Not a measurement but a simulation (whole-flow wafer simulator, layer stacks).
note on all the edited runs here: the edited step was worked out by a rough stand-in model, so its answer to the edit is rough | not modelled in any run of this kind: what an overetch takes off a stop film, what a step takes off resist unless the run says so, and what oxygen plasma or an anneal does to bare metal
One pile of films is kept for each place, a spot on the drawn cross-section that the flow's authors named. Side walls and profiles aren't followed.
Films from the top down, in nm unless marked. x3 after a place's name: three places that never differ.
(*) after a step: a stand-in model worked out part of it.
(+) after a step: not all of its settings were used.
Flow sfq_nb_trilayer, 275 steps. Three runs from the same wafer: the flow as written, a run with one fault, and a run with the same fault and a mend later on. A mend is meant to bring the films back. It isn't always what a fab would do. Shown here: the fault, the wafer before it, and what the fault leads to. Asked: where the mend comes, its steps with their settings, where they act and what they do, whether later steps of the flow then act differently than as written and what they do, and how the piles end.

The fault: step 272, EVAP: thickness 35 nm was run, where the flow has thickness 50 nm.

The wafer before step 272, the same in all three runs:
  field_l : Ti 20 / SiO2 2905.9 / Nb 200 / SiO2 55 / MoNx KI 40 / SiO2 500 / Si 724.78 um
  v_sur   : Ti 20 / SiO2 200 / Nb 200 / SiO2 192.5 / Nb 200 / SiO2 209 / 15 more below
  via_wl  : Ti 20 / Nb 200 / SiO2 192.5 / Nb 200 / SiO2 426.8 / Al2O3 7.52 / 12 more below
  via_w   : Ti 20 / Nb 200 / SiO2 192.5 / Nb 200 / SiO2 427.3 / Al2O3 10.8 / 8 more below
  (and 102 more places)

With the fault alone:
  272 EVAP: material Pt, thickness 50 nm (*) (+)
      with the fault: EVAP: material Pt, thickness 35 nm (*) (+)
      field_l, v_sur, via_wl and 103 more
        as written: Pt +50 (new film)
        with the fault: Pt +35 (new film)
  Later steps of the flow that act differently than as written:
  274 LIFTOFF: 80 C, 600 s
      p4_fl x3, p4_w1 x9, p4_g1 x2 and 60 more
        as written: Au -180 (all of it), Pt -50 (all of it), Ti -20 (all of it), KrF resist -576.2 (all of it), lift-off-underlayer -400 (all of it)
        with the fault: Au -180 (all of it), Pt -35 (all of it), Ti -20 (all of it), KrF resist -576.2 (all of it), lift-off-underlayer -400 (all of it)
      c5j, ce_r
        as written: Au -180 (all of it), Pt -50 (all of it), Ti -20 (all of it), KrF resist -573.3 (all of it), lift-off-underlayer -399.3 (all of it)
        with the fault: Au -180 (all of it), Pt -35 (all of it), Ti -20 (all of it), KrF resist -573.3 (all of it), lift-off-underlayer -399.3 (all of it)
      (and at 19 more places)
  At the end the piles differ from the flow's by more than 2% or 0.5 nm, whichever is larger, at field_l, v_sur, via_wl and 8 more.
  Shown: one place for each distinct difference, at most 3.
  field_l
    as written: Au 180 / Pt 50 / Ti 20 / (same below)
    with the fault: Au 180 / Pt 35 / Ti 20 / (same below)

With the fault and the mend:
  The mend comes after step 272.
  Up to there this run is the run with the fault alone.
  272a EVAP: material Pt, thickness 15 nm (*) (+) (the flow's step 272 once more, with other settings)
      field_l, v_sur, via_wl and 103 more
        Pt +15
  No later step of the flow acts differently than as written at any place that is followed.
  At the end the piles are the same as the flow's at every place that both follow.
